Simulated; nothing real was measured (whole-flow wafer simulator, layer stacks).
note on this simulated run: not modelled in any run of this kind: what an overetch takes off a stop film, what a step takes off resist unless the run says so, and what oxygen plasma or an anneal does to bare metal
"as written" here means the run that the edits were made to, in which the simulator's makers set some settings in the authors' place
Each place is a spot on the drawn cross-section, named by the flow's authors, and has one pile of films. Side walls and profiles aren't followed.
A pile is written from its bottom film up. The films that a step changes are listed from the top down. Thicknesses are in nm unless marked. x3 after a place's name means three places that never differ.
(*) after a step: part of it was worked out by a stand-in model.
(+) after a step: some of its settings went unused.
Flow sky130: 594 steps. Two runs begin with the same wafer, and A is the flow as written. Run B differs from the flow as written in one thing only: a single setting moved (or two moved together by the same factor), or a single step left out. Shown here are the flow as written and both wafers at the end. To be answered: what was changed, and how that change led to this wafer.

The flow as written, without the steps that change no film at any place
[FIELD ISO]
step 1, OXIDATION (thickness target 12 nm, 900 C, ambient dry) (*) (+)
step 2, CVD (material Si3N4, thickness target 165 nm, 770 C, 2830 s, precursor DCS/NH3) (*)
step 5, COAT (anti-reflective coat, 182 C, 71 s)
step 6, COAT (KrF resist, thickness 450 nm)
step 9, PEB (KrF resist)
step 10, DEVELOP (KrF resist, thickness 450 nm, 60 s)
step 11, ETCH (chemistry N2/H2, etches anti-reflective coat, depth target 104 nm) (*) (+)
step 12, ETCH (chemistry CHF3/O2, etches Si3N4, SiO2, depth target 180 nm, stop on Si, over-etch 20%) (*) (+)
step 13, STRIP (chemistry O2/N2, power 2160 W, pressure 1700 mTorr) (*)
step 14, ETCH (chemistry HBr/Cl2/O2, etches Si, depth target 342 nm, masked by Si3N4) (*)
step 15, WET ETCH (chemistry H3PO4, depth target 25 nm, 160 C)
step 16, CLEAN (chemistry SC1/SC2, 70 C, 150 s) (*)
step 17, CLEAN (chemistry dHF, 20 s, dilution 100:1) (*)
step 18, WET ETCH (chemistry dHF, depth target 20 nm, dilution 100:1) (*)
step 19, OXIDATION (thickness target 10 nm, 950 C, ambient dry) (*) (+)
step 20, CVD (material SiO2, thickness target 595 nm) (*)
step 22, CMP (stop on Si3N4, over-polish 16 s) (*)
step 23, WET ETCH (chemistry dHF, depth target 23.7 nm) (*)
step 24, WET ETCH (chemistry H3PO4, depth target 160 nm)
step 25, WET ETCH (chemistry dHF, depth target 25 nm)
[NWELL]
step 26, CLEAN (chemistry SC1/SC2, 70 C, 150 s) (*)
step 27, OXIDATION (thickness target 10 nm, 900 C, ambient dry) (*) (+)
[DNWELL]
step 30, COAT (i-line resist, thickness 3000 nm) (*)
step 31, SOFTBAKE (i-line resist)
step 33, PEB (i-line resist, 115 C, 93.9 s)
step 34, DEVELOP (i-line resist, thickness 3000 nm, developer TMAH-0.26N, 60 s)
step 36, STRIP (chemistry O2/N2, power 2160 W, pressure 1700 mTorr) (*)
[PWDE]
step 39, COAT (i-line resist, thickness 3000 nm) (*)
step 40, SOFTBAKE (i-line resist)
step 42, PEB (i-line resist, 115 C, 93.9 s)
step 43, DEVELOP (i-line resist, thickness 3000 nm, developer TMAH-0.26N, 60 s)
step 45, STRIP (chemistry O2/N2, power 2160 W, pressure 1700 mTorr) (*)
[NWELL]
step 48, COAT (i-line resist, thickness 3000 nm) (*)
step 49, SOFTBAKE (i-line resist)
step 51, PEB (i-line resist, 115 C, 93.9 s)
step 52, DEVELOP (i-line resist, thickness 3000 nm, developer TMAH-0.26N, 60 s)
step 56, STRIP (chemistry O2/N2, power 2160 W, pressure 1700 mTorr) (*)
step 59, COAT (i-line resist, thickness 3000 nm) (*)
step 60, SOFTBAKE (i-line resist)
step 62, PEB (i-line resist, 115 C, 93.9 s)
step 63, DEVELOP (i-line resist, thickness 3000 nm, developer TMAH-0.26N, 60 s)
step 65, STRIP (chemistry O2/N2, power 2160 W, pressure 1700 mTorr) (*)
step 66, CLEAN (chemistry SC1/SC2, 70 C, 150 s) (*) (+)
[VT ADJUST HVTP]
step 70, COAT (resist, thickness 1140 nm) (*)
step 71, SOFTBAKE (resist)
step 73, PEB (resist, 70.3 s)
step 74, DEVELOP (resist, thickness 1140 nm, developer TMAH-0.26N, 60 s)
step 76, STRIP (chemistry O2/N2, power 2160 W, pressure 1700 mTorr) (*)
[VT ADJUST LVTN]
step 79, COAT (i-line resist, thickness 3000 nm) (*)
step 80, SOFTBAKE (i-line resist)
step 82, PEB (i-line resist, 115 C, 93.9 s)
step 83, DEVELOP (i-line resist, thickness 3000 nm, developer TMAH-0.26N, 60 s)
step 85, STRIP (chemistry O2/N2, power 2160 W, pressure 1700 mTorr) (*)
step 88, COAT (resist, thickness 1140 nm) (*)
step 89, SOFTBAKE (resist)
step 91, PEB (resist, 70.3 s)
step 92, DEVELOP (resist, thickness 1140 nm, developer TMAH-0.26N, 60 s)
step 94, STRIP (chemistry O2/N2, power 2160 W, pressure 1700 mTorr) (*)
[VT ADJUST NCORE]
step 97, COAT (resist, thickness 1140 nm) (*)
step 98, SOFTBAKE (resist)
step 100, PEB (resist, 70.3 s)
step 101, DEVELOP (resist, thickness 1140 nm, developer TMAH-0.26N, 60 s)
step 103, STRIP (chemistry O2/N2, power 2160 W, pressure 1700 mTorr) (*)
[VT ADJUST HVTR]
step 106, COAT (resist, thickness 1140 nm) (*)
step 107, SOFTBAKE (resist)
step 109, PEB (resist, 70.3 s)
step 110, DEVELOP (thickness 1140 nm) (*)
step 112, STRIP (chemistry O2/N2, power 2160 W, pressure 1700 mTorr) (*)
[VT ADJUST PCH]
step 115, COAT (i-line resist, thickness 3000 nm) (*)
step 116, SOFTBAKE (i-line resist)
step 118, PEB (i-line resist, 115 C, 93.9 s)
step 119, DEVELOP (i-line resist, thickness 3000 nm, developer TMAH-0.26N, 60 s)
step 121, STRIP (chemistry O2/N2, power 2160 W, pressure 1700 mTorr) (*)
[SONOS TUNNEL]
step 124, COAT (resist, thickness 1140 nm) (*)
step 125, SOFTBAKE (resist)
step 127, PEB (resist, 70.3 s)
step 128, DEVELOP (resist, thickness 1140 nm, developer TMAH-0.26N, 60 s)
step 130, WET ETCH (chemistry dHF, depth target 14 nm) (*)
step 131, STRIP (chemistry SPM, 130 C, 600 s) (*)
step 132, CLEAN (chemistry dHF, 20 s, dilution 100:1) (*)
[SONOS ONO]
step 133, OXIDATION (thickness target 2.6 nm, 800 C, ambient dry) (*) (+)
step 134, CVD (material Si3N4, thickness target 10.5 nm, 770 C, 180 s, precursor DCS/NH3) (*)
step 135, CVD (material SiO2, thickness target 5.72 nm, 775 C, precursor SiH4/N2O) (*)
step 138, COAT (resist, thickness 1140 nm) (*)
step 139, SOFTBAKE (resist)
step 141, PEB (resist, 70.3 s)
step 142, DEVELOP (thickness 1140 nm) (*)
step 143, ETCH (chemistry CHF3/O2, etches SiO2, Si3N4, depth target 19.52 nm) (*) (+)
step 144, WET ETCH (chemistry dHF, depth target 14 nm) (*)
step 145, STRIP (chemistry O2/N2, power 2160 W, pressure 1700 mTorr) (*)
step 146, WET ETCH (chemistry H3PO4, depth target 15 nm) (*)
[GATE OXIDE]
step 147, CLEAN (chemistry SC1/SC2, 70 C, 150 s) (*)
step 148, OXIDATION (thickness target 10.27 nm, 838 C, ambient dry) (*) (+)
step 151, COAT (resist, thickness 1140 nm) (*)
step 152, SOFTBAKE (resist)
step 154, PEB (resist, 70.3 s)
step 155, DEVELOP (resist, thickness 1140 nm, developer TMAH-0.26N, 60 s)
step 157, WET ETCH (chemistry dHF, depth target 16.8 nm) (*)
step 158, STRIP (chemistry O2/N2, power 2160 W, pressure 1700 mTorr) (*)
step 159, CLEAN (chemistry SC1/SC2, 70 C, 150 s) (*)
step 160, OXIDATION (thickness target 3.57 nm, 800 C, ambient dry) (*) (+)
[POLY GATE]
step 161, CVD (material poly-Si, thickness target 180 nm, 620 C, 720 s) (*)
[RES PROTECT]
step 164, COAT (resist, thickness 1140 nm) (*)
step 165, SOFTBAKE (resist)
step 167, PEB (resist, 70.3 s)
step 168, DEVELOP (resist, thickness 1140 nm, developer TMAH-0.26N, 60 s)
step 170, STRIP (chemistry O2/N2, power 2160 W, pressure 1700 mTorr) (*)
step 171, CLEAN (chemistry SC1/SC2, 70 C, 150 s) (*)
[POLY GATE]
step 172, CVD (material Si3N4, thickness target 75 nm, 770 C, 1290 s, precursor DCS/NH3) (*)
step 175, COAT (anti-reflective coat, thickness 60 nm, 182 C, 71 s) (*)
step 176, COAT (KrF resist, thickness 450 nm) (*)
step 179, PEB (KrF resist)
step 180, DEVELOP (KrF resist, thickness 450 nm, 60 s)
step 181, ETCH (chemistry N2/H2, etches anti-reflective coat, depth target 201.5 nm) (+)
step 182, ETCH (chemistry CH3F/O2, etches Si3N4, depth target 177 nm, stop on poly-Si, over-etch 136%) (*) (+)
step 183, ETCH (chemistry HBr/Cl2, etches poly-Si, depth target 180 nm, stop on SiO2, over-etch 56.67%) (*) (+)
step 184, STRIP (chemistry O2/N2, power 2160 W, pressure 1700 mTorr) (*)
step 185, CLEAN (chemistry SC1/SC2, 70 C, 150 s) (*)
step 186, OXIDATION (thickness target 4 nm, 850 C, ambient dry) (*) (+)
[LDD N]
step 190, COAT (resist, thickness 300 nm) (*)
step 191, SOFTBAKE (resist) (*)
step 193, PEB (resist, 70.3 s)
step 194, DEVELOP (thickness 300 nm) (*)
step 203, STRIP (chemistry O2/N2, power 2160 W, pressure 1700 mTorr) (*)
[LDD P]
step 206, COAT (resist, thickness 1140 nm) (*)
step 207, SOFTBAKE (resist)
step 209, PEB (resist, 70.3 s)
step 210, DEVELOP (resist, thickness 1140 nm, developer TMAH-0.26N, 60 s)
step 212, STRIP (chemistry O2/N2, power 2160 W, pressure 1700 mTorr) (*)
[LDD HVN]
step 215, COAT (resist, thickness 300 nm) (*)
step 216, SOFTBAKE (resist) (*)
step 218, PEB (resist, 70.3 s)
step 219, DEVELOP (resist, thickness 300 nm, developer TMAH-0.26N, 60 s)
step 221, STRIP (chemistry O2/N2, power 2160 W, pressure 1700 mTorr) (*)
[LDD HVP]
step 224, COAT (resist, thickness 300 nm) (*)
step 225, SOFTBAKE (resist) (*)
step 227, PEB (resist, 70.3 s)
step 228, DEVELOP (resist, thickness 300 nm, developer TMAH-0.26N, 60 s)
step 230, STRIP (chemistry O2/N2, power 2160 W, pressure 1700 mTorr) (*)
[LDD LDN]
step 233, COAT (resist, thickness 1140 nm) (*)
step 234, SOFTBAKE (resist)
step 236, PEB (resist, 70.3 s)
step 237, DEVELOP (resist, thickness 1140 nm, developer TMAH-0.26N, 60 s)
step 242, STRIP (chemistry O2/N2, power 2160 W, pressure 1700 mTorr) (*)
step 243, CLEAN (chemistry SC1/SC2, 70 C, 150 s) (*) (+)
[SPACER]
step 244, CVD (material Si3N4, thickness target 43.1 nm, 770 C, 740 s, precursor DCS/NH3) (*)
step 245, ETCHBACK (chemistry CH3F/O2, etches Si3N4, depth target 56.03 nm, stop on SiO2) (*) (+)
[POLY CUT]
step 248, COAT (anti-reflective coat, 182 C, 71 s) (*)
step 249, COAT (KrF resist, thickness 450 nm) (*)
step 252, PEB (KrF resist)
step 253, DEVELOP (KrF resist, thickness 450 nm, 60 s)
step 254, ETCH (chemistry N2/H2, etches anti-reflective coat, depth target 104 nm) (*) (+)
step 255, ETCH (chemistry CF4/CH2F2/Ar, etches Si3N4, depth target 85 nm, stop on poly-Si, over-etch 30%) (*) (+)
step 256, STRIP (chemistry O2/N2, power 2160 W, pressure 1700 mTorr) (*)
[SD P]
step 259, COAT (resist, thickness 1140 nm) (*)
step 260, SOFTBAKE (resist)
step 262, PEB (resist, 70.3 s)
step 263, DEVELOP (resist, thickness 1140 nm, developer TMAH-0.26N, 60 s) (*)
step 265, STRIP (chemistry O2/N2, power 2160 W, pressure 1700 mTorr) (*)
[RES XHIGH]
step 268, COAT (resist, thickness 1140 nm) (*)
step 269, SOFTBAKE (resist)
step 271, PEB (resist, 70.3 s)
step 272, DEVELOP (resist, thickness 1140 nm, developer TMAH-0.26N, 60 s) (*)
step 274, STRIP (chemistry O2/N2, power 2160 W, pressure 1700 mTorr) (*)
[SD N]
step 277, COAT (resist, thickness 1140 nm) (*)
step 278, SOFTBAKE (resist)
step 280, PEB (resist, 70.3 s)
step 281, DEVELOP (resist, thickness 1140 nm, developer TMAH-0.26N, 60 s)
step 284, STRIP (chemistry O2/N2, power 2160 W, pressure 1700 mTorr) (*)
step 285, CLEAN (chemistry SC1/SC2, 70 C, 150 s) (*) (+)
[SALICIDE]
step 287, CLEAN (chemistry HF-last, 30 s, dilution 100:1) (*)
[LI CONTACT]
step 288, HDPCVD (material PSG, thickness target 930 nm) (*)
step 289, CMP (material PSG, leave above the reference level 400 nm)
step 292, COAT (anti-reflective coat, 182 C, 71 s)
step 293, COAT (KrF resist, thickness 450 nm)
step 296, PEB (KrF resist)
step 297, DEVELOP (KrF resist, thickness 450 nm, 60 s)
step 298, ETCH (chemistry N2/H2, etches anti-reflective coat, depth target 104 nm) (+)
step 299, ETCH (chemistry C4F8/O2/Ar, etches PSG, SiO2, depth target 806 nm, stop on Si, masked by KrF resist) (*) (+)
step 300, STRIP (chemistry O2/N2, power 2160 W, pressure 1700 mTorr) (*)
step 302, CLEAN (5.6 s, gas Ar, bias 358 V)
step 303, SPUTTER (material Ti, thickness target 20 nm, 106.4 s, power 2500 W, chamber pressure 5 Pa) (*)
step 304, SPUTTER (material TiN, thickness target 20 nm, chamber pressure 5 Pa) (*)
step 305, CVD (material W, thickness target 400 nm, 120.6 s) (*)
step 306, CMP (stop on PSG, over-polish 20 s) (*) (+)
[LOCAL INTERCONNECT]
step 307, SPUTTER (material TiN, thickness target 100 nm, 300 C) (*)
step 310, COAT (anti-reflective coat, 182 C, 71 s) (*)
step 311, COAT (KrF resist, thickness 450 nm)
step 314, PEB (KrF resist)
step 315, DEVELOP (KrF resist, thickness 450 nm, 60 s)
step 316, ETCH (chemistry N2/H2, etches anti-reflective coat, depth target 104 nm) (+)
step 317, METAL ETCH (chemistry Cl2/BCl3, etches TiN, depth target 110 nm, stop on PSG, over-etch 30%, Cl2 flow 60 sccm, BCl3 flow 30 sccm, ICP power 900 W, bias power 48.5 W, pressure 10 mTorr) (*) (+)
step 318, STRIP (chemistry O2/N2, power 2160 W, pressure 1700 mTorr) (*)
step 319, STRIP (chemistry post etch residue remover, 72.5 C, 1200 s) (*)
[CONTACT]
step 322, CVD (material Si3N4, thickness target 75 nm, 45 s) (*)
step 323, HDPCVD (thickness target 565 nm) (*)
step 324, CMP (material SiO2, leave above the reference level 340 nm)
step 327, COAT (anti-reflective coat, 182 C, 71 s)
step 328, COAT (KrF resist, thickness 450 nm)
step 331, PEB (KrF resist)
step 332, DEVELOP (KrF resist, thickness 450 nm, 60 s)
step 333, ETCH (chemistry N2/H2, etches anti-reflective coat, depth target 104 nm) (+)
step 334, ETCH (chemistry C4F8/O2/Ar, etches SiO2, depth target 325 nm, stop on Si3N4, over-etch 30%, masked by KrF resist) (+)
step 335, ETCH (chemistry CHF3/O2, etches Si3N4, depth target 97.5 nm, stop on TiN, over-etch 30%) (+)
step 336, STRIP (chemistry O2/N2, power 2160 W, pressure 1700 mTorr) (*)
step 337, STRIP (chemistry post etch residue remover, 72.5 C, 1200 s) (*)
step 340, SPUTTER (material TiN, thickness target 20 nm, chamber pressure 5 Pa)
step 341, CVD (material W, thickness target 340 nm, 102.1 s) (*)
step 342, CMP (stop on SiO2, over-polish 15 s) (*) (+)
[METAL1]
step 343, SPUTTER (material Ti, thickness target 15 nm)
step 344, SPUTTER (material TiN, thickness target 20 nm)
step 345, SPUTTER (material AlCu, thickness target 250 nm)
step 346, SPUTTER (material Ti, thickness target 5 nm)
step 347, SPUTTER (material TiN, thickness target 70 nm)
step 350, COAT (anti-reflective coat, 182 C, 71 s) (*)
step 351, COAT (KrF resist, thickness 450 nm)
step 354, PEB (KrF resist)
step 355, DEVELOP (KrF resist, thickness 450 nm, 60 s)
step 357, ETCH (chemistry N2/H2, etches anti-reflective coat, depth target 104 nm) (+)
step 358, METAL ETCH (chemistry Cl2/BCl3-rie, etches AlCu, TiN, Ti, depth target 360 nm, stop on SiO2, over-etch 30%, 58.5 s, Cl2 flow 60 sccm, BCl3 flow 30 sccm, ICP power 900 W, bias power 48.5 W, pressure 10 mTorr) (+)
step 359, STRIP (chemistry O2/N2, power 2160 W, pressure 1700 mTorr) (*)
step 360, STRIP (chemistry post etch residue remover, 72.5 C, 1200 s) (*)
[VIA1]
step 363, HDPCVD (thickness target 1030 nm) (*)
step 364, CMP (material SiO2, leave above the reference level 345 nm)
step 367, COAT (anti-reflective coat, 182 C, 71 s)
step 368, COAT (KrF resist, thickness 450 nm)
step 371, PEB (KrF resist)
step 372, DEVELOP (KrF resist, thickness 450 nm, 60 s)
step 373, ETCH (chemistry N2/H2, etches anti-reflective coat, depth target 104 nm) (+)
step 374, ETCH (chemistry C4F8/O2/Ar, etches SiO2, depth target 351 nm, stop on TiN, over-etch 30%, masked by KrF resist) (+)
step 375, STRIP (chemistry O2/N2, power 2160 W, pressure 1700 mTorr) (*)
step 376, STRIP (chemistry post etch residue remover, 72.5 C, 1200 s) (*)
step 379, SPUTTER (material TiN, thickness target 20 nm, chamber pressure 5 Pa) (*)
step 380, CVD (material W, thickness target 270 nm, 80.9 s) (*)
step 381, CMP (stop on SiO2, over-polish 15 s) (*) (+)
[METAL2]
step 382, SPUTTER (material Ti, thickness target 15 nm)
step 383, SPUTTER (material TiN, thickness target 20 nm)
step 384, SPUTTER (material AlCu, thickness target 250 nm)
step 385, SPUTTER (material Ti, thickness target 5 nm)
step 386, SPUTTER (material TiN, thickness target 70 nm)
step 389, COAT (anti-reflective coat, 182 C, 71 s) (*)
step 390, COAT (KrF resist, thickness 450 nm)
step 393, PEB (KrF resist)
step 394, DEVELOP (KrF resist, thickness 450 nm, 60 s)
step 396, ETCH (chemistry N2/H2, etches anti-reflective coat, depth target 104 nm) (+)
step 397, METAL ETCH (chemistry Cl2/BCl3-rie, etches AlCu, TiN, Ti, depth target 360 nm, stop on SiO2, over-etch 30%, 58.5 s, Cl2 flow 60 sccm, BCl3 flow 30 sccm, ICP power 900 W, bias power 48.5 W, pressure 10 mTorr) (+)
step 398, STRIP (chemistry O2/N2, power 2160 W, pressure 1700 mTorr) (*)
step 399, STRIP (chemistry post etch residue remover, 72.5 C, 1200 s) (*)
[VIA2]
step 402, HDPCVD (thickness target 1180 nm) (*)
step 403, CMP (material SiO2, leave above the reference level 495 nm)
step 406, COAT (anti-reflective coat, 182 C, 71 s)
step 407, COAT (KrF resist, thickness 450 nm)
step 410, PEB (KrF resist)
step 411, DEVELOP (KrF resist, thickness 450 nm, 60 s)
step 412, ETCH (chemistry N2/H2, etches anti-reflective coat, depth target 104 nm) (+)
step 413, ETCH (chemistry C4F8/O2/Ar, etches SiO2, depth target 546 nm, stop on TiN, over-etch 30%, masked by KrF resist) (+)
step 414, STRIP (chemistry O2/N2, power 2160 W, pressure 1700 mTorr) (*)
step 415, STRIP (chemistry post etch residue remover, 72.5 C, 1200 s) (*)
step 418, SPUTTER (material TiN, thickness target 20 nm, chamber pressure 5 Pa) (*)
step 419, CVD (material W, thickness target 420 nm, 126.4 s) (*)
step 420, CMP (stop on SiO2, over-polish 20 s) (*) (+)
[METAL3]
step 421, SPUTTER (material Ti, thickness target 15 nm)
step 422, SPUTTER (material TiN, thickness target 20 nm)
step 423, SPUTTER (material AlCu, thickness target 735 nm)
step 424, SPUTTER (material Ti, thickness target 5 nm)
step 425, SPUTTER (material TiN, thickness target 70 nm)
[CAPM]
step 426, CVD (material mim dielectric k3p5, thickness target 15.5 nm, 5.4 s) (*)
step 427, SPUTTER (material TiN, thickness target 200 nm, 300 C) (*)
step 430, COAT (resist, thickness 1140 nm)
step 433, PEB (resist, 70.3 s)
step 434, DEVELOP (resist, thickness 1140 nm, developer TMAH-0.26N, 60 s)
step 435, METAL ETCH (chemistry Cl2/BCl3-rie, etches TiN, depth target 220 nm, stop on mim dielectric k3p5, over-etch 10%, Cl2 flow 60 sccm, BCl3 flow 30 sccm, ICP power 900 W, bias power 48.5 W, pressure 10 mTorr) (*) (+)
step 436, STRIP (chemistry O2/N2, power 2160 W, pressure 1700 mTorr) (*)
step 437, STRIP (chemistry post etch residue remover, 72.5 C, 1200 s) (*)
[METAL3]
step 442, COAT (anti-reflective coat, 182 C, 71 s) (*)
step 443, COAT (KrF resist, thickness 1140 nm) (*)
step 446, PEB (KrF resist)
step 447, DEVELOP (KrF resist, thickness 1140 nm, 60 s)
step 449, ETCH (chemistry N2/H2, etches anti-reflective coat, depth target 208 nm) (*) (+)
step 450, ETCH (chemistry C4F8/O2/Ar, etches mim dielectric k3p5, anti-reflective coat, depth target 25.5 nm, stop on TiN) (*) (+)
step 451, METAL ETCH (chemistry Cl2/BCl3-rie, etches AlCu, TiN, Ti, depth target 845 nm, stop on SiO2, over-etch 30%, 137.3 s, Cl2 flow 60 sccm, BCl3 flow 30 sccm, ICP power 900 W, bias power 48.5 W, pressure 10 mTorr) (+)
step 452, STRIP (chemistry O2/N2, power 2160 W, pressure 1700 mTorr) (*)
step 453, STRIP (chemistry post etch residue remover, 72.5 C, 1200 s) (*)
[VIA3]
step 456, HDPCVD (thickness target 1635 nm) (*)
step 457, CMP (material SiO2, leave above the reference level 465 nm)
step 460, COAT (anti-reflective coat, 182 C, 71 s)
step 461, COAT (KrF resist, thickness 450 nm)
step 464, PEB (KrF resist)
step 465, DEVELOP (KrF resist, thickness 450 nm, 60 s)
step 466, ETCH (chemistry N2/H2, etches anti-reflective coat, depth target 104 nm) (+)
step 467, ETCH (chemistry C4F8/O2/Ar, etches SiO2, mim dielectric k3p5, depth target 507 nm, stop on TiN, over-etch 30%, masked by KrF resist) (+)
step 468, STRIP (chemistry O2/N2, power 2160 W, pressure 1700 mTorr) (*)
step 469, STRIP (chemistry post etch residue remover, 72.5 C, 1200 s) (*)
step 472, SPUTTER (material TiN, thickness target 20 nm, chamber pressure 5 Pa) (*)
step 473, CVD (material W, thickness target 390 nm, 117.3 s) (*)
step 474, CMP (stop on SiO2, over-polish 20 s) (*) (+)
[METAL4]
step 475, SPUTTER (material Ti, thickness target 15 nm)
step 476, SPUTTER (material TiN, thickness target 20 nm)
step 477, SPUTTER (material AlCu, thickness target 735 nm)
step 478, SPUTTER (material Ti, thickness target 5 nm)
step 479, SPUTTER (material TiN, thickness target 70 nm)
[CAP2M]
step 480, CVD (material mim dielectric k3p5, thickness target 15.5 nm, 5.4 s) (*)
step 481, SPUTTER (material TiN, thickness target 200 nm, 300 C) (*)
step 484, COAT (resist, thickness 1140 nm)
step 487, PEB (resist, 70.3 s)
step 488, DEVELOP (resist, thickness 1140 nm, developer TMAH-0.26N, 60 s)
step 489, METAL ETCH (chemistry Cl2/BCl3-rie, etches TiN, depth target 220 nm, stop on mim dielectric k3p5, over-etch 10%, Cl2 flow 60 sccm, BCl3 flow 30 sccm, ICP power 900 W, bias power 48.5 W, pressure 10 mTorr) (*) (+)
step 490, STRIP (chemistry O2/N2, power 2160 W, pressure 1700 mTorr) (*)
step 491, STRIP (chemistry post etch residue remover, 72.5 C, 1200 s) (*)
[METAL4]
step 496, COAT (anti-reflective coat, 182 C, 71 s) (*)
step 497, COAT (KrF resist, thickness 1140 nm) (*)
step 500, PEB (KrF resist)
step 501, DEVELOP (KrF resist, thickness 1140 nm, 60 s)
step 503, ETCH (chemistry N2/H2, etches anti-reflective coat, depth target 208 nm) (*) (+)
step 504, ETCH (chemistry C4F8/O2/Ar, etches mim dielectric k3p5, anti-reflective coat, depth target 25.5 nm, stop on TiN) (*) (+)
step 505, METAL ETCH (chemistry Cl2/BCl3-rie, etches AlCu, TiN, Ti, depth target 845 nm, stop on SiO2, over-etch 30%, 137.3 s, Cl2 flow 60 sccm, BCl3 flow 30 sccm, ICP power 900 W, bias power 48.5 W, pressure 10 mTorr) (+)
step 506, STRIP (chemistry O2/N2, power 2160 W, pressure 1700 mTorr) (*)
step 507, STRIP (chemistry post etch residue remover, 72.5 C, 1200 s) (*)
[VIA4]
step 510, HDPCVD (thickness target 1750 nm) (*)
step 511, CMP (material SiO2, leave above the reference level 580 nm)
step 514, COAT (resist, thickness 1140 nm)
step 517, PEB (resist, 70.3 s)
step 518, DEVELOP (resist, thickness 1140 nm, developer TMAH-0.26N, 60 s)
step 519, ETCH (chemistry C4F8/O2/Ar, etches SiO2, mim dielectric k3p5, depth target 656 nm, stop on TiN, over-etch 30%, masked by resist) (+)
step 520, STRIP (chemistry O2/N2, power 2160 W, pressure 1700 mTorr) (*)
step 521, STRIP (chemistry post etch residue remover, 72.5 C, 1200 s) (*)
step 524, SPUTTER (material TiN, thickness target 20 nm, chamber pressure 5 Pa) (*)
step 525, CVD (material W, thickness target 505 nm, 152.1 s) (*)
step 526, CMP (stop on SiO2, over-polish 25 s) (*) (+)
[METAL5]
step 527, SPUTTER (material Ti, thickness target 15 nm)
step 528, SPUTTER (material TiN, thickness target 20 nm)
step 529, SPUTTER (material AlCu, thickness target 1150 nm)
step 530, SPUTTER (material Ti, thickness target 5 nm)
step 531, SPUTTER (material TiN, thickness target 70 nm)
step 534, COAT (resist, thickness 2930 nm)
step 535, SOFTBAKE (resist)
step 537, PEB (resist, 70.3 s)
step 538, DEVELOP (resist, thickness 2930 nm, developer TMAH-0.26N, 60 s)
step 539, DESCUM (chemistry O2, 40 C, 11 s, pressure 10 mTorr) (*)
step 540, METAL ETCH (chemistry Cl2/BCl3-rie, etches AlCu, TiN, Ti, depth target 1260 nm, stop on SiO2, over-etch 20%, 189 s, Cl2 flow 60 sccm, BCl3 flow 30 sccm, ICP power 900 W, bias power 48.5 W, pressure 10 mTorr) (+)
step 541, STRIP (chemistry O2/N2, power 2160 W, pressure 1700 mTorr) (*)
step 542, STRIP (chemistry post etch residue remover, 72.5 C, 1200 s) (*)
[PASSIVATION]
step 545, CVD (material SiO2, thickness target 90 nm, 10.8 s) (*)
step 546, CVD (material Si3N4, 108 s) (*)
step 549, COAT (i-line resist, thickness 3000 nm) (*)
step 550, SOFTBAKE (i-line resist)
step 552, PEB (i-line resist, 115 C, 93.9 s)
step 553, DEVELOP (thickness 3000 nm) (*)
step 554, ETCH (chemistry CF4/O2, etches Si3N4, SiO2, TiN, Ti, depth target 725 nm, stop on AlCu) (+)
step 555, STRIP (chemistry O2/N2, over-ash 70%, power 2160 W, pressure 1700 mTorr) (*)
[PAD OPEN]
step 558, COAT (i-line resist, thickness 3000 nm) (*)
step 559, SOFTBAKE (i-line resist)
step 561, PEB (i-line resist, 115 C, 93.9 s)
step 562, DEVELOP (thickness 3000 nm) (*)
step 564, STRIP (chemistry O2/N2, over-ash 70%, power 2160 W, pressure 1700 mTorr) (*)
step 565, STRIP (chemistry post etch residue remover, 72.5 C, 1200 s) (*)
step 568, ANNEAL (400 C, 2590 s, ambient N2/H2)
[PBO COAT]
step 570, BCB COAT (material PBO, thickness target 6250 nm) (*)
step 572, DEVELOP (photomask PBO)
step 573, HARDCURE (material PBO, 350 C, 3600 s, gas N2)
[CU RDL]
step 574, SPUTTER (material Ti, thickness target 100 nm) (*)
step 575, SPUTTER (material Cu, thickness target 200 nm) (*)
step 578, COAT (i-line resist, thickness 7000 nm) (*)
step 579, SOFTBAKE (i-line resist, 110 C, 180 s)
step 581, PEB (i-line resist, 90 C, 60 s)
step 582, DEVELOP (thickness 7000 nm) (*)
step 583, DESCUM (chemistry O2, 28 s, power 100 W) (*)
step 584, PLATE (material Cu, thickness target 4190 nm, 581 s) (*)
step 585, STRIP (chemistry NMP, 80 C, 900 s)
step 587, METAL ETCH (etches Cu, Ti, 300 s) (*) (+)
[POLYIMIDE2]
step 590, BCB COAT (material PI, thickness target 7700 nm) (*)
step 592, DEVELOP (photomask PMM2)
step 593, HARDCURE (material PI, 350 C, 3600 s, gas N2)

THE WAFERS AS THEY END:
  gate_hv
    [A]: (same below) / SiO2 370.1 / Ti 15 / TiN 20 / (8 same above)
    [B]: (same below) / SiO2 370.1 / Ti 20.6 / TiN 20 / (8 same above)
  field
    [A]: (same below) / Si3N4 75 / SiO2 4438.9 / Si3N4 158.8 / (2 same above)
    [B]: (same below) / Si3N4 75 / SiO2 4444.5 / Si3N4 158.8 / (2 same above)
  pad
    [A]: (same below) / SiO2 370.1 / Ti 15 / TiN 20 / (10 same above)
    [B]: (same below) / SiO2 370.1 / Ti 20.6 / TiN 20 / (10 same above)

What caused this: step 475, SPUTTER: thickness target 20.6 nm was run, though the flow has thickness target 15 nm.
The wafer itself shows it: gate_hv has Ti 20.6, and step 475 as written asks for 15 nm.

The path from the change to this, step by step:
  step 475, SPUTTER (material Ti, thickness target 15 nm)
      field, active, n_well and 189 more: A Ti gains 15 (new film) | B Ti gains 20.6 (new film)
  step 505, METAL ETCH (chemistry Cl2/BCl3-rie, etches AlCu, TiN, Ti, depth target 845 nm, stop on SiO2, over-etch 30%, 137.3 s, Cl2 flow 60 sccm, BCl3 flow 30 sccm, ICP power 900 W, bias power 48.5 W, pressure 10 mTorr) (+)
      field, gate, spacer and 68 more: A TiN loses 70 (all of it), Ti loses 5 (all of it), AlCu loses 735 (all of it), TiN loses 20 (all of it), Ti loses 15 (all of it), SiO2 loses 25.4 | B TiN loses 70 (all of it), Ti loses 5 (all of it), AlCu loses 735 (all of it), TiN loses 20 (all of it), Ti loses 20.6 (all of it), SiO2 loses 24.8
      active, vpp_iso1, mim_edge_plate and 14 more: A TiN loses 70 (all of it), Ti loses 5 (all of it), AlCu loses 735 (all of it), TiN loses 20 (all of it), Ti loses 15 (all of it), SiO2 loses 25.3 | B TiN loses 70 (all of it), Ti loses 5 (all of it), AlCu loses 735 (all of it), TiN loses 20 (all of it), Ti loses 20.6 (all of it), SiO2 loses 24.8
